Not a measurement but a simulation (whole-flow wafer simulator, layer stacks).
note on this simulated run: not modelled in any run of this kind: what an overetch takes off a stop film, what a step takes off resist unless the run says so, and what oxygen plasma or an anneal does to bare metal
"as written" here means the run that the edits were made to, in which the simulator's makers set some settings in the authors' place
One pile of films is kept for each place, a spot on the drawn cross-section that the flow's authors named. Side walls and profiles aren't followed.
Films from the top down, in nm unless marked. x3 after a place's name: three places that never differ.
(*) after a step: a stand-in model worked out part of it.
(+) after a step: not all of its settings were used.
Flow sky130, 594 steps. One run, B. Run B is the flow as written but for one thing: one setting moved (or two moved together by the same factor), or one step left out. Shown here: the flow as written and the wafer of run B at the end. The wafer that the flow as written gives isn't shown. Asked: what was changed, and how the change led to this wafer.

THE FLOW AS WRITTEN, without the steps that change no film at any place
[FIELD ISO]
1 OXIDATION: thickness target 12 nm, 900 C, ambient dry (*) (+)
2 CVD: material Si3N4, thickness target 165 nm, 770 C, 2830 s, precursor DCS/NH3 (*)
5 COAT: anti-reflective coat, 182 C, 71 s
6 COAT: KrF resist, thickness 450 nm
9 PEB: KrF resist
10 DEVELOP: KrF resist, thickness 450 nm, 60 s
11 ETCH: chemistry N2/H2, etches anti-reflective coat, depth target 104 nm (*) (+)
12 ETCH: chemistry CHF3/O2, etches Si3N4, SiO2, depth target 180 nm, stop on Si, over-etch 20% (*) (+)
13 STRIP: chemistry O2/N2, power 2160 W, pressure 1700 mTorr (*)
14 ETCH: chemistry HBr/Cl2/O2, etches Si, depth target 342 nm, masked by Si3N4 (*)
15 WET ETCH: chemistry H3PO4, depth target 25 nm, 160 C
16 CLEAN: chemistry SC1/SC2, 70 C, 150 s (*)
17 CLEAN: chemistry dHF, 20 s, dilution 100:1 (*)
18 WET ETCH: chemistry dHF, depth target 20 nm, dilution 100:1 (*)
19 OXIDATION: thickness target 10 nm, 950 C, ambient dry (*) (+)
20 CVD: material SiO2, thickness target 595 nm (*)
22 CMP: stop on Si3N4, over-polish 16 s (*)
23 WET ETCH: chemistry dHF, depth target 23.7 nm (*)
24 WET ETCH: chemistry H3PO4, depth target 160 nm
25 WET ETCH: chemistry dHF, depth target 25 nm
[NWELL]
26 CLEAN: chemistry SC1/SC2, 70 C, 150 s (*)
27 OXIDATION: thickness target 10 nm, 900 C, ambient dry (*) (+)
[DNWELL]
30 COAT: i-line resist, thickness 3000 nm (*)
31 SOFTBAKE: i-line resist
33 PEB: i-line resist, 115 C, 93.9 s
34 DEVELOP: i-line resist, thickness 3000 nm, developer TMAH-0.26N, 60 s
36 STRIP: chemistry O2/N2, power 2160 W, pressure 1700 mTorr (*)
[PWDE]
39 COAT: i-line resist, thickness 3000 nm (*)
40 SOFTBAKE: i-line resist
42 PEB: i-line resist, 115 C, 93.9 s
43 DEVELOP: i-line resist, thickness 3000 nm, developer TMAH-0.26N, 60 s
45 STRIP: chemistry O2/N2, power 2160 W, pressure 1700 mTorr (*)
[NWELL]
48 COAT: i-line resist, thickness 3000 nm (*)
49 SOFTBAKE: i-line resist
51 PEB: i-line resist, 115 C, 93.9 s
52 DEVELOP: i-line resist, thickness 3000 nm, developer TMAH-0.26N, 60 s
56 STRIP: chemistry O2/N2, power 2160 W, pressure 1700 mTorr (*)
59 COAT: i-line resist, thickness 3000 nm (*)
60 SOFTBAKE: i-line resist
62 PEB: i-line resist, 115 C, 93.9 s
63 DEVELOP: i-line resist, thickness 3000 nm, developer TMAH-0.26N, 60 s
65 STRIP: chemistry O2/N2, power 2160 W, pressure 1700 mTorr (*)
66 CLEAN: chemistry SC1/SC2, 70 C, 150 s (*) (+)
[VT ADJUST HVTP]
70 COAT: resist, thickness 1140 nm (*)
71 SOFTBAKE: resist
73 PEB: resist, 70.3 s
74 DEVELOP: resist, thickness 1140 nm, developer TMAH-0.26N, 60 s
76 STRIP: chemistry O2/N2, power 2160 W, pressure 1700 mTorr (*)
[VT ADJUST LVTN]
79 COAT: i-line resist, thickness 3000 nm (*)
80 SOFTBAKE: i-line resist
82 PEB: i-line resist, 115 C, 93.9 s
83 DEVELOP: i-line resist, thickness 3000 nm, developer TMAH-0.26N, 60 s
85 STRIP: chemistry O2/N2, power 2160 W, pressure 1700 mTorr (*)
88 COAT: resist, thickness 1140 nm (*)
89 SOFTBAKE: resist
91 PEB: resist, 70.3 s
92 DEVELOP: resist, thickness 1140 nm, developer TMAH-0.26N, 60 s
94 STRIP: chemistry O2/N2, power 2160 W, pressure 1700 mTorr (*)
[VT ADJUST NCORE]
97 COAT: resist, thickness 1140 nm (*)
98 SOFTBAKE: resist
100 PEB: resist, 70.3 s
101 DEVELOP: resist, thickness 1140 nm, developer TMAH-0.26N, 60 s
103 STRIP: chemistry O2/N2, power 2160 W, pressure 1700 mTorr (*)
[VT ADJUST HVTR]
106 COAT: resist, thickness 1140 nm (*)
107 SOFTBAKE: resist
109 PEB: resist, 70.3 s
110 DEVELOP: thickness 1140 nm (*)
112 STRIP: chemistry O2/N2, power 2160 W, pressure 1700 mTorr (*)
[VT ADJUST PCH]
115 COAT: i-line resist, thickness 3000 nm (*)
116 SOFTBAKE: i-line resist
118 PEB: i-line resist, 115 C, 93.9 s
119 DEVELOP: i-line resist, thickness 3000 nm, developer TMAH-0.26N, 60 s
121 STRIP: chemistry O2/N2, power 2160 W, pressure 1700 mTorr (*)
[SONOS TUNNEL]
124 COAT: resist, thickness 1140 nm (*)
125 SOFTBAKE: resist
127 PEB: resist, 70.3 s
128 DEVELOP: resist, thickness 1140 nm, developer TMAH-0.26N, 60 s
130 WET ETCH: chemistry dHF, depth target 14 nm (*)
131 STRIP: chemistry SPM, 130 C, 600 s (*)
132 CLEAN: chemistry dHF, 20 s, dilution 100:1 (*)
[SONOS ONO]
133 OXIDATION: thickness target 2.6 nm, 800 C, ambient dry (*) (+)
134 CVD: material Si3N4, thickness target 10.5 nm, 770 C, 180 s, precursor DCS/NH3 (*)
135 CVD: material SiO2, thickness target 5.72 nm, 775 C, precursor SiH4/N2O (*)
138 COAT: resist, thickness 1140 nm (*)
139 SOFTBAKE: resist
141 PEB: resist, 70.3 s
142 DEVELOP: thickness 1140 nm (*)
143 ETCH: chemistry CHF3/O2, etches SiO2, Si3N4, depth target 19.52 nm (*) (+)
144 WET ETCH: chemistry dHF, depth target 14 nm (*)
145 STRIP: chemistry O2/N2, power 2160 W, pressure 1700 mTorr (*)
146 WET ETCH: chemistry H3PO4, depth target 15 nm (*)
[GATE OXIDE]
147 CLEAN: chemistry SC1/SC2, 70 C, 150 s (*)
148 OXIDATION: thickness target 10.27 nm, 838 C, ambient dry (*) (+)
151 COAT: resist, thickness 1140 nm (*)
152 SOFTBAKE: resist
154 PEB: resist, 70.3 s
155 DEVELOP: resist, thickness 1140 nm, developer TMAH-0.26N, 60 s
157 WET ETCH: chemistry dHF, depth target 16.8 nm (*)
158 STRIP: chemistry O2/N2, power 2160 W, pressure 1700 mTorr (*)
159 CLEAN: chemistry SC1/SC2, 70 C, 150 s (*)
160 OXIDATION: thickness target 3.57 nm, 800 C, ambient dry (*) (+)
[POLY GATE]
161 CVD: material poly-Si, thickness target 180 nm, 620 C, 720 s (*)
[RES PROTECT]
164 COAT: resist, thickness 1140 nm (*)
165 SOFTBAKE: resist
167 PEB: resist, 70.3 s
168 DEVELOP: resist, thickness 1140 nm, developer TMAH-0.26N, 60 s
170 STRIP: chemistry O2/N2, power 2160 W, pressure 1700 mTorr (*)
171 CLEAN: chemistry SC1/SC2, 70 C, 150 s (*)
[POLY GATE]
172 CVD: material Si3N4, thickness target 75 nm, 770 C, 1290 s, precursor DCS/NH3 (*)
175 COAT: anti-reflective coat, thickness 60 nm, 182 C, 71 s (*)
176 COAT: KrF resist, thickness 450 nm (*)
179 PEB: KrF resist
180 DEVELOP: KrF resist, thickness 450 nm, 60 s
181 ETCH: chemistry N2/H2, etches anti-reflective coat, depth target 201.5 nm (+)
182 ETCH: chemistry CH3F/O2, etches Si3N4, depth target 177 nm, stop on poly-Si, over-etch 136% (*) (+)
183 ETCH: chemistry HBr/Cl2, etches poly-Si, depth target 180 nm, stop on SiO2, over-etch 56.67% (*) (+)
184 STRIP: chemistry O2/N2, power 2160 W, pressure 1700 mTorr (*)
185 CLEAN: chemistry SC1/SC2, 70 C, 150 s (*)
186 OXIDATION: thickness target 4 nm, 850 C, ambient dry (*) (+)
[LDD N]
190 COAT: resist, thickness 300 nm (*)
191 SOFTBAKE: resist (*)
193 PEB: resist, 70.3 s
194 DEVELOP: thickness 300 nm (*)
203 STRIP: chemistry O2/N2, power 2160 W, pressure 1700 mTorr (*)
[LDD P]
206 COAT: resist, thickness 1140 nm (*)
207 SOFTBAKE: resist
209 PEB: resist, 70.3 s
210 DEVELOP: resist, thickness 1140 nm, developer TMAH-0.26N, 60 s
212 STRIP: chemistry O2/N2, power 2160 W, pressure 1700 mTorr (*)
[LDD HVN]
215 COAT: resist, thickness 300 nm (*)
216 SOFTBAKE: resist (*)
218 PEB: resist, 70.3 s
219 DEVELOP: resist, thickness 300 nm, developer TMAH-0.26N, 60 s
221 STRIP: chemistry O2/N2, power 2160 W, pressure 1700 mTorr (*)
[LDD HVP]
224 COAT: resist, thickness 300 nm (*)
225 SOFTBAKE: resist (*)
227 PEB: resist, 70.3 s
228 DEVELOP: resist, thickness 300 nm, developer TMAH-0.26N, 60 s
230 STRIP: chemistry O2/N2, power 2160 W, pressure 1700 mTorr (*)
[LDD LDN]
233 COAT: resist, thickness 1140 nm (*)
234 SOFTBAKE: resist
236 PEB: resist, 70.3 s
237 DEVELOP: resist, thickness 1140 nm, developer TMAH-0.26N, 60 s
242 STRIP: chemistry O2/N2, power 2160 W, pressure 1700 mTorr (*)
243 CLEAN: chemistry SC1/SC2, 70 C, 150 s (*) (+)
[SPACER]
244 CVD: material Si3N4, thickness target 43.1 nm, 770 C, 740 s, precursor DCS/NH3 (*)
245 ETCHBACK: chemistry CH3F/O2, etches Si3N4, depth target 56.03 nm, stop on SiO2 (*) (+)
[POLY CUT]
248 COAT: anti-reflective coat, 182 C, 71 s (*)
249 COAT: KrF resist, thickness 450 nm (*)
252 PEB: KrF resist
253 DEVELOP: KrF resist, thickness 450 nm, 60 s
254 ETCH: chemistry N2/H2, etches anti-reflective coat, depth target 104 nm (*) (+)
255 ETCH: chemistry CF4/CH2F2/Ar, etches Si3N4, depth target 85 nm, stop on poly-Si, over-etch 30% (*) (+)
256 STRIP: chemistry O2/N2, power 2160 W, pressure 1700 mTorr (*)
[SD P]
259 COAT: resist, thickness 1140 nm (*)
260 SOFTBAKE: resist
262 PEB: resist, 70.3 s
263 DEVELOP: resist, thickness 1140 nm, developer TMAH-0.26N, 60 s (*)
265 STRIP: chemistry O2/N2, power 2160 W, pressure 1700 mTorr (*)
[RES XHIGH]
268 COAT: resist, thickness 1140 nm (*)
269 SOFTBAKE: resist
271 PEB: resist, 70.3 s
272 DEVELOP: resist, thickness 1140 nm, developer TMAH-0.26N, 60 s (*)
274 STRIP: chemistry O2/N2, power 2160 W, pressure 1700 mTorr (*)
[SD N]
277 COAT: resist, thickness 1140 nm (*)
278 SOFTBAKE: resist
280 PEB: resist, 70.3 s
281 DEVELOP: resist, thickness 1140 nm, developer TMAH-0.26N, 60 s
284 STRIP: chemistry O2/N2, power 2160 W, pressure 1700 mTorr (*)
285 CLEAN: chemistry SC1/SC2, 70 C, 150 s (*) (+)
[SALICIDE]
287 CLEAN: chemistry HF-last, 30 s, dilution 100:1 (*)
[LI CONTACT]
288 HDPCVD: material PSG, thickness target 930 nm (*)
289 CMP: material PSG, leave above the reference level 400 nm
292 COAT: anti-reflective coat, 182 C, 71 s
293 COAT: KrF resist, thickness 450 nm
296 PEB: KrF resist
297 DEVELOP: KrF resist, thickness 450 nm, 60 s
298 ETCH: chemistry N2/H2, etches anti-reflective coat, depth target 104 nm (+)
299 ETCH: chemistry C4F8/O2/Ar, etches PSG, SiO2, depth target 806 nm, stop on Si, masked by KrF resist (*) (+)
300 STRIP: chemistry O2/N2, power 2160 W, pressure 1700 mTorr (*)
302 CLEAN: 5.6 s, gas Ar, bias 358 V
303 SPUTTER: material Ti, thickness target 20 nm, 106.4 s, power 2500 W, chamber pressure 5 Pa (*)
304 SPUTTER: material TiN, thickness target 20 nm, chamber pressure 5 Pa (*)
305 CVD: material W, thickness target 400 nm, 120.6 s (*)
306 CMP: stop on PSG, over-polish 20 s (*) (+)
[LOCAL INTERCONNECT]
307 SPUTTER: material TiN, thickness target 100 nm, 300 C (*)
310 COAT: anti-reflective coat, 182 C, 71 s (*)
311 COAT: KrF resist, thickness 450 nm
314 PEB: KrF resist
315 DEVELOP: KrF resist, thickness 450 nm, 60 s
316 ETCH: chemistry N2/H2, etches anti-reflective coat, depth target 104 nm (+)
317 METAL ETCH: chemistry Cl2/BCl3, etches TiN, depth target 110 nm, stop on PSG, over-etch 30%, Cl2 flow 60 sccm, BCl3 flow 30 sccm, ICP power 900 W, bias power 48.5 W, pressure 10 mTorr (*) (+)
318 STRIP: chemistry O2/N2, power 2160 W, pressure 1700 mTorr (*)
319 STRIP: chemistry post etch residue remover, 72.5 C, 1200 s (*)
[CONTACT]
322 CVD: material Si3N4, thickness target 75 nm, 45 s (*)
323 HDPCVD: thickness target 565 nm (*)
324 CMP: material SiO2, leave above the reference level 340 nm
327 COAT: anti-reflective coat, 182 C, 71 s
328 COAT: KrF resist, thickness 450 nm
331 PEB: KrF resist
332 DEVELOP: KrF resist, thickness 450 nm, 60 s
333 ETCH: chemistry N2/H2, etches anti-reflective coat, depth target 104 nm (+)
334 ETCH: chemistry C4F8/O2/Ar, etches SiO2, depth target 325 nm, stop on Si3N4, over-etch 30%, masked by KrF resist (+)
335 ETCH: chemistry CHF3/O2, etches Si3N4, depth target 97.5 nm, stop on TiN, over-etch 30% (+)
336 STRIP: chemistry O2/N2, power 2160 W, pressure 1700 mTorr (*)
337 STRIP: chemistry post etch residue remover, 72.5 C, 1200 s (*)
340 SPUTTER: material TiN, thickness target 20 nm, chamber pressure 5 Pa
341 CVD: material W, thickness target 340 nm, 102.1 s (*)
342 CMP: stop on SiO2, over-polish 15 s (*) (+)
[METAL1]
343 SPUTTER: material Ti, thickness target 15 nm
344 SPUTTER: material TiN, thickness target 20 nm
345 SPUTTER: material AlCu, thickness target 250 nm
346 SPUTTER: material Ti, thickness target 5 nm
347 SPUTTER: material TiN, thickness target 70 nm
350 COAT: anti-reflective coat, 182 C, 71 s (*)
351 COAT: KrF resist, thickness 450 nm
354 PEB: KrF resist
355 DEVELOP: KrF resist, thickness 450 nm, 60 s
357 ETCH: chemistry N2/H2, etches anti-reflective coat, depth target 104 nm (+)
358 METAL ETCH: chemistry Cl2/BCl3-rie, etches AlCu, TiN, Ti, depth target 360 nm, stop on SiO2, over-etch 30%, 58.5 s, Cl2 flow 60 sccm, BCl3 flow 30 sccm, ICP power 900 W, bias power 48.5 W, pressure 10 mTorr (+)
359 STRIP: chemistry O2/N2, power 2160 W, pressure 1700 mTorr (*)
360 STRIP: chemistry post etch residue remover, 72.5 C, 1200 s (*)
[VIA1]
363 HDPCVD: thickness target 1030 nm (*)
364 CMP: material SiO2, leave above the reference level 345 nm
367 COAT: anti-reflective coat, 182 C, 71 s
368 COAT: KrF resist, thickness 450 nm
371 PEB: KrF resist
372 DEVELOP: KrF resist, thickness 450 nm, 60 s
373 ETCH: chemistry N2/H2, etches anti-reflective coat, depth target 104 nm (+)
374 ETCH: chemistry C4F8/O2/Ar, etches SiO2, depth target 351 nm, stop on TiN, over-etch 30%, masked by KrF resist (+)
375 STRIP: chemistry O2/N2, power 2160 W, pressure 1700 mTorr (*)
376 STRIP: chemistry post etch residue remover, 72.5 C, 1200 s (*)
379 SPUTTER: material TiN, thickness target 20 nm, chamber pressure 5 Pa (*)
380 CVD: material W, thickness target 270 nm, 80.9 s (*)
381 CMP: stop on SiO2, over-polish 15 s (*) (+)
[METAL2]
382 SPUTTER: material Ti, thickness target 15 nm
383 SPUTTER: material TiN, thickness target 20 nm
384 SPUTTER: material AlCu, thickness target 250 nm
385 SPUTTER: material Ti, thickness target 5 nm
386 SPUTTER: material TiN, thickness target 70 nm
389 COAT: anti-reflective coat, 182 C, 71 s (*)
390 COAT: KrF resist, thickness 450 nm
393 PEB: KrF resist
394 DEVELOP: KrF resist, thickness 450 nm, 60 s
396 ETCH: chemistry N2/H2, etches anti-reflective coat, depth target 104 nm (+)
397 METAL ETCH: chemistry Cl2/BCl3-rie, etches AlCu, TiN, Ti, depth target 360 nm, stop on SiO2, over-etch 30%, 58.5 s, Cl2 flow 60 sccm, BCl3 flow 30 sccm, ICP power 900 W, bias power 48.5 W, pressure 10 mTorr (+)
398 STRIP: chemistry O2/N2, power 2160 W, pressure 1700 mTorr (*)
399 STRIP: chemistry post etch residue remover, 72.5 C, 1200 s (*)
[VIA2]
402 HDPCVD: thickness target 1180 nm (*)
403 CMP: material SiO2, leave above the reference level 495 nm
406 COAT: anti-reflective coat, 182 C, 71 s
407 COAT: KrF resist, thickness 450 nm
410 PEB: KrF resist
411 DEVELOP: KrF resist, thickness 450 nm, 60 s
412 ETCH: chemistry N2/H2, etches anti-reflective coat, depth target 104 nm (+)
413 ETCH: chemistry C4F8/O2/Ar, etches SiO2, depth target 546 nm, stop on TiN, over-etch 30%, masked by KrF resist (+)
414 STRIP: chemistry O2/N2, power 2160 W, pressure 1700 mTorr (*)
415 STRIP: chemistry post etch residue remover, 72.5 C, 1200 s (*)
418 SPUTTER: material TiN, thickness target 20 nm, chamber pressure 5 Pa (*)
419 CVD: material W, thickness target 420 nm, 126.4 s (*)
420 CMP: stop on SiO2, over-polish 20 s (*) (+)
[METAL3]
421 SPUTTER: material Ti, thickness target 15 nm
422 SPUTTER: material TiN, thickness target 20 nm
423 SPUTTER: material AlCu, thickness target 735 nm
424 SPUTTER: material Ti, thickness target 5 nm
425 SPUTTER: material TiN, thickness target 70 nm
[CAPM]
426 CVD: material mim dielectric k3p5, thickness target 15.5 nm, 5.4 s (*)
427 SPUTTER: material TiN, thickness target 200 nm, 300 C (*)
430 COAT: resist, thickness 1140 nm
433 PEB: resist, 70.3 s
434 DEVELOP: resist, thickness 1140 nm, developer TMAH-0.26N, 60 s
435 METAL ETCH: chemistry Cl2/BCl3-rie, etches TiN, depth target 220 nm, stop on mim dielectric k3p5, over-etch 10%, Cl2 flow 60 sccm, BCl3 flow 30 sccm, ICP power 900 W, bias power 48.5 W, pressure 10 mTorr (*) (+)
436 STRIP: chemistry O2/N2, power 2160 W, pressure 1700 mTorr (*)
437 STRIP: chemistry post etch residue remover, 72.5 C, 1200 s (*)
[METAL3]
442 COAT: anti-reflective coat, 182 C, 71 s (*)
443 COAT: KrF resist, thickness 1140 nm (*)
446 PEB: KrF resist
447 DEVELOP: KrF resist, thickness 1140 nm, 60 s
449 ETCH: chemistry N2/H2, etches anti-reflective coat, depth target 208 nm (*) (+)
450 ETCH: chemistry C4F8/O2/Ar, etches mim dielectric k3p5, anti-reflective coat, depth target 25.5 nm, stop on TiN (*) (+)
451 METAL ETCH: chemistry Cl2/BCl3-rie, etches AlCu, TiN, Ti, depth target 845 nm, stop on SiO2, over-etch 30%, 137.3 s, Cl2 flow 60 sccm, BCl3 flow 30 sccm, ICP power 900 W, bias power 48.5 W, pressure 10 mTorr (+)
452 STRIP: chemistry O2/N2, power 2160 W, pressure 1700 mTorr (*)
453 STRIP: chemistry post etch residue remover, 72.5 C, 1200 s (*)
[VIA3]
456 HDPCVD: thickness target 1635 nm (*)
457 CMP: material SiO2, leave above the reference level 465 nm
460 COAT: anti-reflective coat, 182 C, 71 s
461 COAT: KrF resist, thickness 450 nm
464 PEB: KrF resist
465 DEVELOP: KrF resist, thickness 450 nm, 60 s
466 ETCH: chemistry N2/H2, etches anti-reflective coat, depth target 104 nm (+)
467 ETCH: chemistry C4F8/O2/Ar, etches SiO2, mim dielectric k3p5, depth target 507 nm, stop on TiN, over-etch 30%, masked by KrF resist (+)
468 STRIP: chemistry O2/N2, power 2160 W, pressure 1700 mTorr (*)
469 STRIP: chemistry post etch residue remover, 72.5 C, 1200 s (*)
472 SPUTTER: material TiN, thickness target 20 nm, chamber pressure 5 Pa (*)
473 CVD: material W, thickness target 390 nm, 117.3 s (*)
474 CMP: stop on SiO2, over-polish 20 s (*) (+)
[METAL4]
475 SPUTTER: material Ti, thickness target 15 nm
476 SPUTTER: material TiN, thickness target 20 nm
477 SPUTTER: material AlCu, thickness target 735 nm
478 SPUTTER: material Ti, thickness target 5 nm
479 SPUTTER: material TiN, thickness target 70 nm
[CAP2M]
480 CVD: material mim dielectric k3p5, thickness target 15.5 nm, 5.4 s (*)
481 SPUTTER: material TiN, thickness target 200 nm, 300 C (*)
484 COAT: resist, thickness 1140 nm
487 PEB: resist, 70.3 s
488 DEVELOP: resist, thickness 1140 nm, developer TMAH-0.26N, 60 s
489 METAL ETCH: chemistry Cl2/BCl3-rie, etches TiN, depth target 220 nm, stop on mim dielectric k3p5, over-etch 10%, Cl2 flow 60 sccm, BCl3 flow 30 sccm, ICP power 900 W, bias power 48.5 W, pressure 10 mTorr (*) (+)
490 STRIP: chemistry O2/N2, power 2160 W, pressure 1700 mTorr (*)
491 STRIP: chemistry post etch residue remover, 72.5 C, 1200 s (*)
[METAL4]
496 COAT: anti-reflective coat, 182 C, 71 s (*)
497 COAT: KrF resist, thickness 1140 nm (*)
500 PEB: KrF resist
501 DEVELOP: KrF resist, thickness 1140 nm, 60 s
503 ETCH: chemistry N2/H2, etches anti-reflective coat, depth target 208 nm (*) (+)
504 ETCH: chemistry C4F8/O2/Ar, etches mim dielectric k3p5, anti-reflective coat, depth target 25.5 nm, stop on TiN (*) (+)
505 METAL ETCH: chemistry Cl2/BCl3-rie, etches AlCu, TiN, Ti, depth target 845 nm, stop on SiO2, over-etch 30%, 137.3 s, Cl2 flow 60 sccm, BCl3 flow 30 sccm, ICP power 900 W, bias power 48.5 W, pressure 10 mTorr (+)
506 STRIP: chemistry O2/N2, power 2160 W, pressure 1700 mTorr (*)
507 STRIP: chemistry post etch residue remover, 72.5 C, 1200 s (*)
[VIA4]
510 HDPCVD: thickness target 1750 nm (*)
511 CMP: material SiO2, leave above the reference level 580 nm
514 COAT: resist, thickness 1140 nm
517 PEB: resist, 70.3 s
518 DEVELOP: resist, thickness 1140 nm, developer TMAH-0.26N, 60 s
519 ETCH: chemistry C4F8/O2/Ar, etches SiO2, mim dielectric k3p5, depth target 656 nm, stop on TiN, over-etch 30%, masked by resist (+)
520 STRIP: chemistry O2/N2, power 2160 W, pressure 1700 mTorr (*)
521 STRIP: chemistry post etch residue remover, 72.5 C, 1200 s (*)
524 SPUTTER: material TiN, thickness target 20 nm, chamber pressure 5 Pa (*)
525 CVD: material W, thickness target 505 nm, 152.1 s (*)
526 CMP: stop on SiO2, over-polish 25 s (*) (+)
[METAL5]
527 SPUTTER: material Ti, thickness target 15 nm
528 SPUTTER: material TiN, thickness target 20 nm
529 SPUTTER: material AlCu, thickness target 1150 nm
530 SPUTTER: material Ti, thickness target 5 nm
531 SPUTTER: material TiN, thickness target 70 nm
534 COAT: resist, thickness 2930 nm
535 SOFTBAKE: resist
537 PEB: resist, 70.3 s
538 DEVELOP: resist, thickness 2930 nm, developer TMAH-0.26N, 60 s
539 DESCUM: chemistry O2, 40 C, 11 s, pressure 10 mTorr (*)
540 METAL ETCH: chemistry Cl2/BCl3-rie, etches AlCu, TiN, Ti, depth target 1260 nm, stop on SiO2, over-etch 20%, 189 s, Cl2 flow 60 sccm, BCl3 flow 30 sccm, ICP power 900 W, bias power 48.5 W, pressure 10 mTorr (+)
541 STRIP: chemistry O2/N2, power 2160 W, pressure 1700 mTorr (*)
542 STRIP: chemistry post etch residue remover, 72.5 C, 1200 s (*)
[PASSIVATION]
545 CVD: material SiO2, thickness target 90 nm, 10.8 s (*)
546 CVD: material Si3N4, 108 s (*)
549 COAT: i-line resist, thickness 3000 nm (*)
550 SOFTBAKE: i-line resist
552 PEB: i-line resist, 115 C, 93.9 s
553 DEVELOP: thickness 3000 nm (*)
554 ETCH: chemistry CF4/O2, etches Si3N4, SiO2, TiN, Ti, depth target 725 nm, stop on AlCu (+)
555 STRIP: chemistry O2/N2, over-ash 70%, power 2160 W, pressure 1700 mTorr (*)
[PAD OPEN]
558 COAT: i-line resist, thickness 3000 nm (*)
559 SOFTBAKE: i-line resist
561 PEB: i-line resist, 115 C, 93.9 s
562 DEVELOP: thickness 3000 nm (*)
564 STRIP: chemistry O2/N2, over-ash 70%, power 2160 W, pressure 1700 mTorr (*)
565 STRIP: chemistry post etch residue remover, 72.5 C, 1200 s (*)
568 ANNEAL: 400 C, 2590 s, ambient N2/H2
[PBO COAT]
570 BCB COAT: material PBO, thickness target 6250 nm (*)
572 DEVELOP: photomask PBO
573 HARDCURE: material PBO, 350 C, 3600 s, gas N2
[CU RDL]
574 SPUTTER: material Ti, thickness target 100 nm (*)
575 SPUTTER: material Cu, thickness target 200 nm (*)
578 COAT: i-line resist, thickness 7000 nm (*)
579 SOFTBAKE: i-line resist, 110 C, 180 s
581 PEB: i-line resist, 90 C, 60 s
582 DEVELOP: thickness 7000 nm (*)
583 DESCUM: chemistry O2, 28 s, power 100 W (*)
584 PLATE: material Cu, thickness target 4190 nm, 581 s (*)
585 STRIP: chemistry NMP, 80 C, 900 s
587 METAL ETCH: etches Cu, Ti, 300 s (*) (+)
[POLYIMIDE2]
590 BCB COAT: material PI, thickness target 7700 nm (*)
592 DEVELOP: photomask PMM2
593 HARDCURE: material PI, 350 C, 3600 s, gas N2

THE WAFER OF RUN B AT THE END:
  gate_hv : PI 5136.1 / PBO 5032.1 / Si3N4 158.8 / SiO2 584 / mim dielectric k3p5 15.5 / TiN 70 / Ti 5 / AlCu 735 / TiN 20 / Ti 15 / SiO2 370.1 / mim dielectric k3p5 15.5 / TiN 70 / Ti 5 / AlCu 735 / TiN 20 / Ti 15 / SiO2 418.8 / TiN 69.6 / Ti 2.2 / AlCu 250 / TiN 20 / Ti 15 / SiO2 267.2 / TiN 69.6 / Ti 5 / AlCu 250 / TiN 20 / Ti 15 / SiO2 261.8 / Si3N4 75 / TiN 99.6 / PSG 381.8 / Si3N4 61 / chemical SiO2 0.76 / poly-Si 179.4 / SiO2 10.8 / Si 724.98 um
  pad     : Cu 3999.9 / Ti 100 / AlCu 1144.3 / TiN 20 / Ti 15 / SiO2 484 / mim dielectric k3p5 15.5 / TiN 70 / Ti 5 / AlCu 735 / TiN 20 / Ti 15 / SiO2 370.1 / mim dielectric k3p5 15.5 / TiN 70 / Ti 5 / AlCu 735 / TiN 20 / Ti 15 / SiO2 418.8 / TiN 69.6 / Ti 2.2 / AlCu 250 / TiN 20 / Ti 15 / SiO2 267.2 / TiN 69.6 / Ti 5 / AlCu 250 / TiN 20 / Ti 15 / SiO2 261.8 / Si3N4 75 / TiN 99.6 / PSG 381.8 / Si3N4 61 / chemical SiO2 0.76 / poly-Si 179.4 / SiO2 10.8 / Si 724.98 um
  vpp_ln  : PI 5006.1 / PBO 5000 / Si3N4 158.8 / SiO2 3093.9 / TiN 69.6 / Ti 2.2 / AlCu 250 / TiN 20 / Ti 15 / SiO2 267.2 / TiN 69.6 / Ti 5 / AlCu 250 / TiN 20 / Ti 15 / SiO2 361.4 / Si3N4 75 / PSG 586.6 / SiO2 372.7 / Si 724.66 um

The cause: step 385, SPUTTER: thickness target 2.2 nm was run, where the flow has thickness target 5 nm.
It can be read off the wafer: gate_hv has Ti 2.2, and step 385 as written asks for 5 nm.

How the change led to this, step by step:
  385 SPUTTER: material Ti, thickness target 5 nm
      field, active, n_well and 188 more: Ti +2.2 (new film) (as written it would be: Ti +5 (new film))
  397 METAL ETCH: chemistry Cl2/BCl3-rie, etches AlCu, TiN, Ti, depth target 360 nm, stop on SiO2, over-etch 30%, 58.5 s, Cl2 flow 60 sccm, BCl3 flow 30 sccm, ICP power 900 W, bias power 48.5 W, pressure 10 mTorr (+)
      field, active, gate and 82 more: TiN -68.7 (all of it), Ti -2.2 (all of it), AlCu -250 (all of it), TiN -20 (all of it), Ti -15 (all of it), SiO2 -11.2 (as written it would be: TiN -68.7 (all of it), Ti -5 (all of it), AlCu -250 (all of it), TiN -20 (all of it), Ti -15 (all of it), SiO2 -10.9)
